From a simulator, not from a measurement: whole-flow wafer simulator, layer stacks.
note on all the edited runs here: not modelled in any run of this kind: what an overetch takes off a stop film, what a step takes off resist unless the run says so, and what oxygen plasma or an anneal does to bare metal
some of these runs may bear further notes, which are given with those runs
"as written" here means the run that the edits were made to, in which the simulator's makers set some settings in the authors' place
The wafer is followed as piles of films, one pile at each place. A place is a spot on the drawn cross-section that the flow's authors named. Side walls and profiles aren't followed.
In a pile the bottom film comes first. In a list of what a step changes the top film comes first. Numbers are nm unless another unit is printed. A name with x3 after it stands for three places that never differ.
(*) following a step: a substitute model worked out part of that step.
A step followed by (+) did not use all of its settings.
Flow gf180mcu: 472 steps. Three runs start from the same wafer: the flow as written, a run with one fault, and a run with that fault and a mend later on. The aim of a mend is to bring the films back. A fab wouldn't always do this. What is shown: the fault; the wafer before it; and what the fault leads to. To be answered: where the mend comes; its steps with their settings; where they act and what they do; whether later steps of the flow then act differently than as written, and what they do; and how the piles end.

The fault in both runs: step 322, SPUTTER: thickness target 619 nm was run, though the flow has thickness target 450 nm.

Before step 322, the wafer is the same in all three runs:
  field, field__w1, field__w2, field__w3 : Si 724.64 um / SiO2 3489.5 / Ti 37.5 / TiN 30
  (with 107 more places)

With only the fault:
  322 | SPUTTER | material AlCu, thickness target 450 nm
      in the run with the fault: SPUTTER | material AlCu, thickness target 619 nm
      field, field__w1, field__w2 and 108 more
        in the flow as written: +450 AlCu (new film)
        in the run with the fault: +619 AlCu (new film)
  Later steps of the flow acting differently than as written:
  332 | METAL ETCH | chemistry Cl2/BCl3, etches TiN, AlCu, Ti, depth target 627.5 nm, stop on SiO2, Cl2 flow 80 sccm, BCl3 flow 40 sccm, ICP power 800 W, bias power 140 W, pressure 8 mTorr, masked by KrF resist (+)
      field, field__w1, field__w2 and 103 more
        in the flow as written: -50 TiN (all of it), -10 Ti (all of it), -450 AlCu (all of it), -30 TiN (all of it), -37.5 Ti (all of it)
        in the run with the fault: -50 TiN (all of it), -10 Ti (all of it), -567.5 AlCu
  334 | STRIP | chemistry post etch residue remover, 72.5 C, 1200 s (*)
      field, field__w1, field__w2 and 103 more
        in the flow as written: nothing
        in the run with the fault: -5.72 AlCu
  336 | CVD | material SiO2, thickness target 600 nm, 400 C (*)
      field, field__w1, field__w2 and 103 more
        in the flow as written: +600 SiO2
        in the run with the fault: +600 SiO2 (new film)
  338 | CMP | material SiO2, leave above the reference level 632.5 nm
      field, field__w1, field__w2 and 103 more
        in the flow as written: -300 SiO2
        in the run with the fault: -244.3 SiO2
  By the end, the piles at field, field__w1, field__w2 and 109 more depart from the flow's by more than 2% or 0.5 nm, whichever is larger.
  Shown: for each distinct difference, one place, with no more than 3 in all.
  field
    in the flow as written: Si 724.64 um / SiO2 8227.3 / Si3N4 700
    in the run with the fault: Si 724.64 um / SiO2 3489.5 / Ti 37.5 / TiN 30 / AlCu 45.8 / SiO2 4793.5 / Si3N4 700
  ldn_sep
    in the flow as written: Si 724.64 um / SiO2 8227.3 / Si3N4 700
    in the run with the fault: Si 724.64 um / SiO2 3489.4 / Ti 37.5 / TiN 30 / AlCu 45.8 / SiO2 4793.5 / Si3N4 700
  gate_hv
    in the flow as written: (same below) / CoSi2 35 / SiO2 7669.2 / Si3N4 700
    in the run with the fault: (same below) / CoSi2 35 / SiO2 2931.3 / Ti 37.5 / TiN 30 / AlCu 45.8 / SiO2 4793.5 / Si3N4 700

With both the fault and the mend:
  The mend follows step 322.
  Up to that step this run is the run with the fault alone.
  322a | METAL ETCH | chemistry Cl2/BCl3, etches TiN, AlCu, Ti, depth target 169 nm, Cl2 flow 80 sccm, BCl3 flow 40 sccm, ICP power 800 W, bias power 140 W, pressure 8 mTorr (a further turn of the flow's step 260, with different settings)
      field, field__w1, field__w2 and 108 more
        -169 AlCu
  None of the later steps of the flow acts differently than as written at any place that is followed.
  At every place that both follow, the piles at the end match the flow's.
